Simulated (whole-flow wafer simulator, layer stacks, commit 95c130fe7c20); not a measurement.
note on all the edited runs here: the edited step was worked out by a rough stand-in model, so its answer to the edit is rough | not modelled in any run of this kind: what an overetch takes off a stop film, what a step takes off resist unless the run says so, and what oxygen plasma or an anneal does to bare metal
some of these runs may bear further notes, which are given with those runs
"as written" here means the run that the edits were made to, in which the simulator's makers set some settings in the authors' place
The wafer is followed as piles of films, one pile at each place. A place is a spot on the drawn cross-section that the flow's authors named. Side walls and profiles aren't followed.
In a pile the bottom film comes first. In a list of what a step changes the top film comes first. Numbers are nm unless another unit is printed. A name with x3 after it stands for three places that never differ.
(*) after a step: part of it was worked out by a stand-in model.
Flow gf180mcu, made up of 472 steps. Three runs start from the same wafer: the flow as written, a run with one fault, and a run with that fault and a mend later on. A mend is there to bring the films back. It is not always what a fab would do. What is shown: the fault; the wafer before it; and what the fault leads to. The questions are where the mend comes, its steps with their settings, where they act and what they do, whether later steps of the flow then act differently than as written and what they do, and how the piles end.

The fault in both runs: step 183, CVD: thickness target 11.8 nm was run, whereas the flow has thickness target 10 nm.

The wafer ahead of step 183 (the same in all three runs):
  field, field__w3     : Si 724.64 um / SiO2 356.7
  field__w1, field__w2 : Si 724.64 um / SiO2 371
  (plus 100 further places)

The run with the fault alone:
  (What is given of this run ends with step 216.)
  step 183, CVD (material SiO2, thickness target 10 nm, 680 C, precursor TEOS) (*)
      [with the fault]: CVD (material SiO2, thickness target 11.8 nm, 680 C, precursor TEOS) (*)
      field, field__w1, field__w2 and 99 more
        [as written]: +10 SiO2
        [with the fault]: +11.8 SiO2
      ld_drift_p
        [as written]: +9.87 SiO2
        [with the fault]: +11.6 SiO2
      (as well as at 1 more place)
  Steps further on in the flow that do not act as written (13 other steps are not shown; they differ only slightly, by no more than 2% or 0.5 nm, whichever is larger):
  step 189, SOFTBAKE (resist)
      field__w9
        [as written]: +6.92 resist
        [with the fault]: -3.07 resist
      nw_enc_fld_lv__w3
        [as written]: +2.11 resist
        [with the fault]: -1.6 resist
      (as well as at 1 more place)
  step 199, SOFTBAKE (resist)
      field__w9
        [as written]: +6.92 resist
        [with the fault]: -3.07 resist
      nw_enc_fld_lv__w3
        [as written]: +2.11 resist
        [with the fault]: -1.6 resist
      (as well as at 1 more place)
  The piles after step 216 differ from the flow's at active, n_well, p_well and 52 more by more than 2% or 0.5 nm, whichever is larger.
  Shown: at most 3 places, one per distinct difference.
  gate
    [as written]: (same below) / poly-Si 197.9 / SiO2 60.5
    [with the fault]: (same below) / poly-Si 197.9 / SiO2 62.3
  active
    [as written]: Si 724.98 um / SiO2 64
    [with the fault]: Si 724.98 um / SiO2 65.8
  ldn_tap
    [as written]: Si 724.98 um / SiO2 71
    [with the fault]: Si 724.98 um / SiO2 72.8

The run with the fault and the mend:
  The mend follows step 183.
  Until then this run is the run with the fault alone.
  step 183a, WET ETCH (chemistry dHF, depth target 1.8 nm, 25 C, dilution 100:1) (the flow's step 17 again, with other settings)
      field, field__w1, field__w2 and 101 more
        -1.8 SiO2
  Later steps of the flow that are run all act as written at every place that is followed, up to a difference of at most 2% or 0.5 nm, whichever is larger.
  By the end, the piles equal the flow's at every place that both follow.
